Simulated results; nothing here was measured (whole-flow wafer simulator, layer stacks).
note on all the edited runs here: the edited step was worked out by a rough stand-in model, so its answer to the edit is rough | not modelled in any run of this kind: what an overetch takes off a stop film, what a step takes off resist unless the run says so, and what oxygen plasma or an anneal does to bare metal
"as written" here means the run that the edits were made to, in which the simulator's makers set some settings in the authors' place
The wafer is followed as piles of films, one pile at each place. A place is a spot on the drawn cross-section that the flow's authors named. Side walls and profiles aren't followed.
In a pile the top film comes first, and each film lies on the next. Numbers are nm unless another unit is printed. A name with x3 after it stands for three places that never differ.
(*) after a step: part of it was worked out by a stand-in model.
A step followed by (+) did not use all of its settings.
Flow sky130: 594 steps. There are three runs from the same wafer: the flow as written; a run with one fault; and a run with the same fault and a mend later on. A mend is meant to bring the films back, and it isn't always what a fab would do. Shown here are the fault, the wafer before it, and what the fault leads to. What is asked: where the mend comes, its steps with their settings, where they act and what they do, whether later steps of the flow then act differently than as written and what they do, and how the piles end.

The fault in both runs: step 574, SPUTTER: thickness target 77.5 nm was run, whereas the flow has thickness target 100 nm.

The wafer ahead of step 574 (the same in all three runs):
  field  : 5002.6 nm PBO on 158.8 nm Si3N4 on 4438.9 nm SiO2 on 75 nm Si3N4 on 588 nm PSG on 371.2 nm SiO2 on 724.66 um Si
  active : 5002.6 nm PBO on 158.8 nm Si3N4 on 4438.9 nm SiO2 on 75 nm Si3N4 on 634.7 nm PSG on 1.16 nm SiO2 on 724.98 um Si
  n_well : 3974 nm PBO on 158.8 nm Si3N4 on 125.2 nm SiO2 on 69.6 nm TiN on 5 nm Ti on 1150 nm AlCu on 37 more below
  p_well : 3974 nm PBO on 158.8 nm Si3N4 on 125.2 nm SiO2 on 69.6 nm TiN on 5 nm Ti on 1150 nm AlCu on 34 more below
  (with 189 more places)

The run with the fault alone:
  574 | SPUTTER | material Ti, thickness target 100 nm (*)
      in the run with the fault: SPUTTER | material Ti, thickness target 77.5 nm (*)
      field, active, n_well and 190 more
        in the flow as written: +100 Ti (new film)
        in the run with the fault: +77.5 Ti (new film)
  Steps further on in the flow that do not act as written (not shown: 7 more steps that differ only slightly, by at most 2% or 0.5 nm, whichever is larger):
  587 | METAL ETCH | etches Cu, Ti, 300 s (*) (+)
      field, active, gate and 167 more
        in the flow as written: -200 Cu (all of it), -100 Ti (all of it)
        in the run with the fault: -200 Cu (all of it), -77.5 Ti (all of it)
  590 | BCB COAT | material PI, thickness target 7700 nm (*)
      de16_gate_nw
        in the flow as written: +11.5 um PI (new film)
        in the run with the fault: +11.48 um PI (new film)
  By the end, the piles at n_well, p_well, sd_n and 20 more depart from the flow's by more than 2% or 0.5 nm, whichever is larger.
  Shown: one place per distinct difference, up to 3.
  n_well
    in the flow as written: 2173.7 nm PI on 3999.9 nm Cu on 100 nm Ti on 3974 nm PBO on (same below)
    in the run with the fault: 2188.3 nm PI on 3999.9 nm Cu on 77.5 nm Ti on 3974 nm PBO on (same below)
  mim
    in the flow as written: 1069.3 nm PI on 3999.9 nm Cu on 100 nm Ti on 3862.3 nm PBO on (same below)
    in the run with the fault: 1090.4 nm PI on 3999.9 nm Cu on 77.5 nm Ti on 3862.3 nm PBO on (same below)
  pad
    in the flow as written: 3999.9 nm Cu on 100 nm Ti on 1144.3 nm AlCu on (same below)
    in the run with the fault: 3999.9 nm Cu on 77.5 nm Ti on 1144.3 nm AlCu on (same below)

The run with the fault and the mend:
  The mend follows step 574.
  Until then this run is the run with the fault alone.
  574a | SPUTTER | material Ti, thickness target 22.5 nm (*) (the flow's step 574, run once more with other settings)
      field, active, n_well and 190 more
        +22.5 Ti
  None of the later steps of the flow acts differently than as written at any place that is followed.
  The piles end the same as the flow's at every place that both follow.
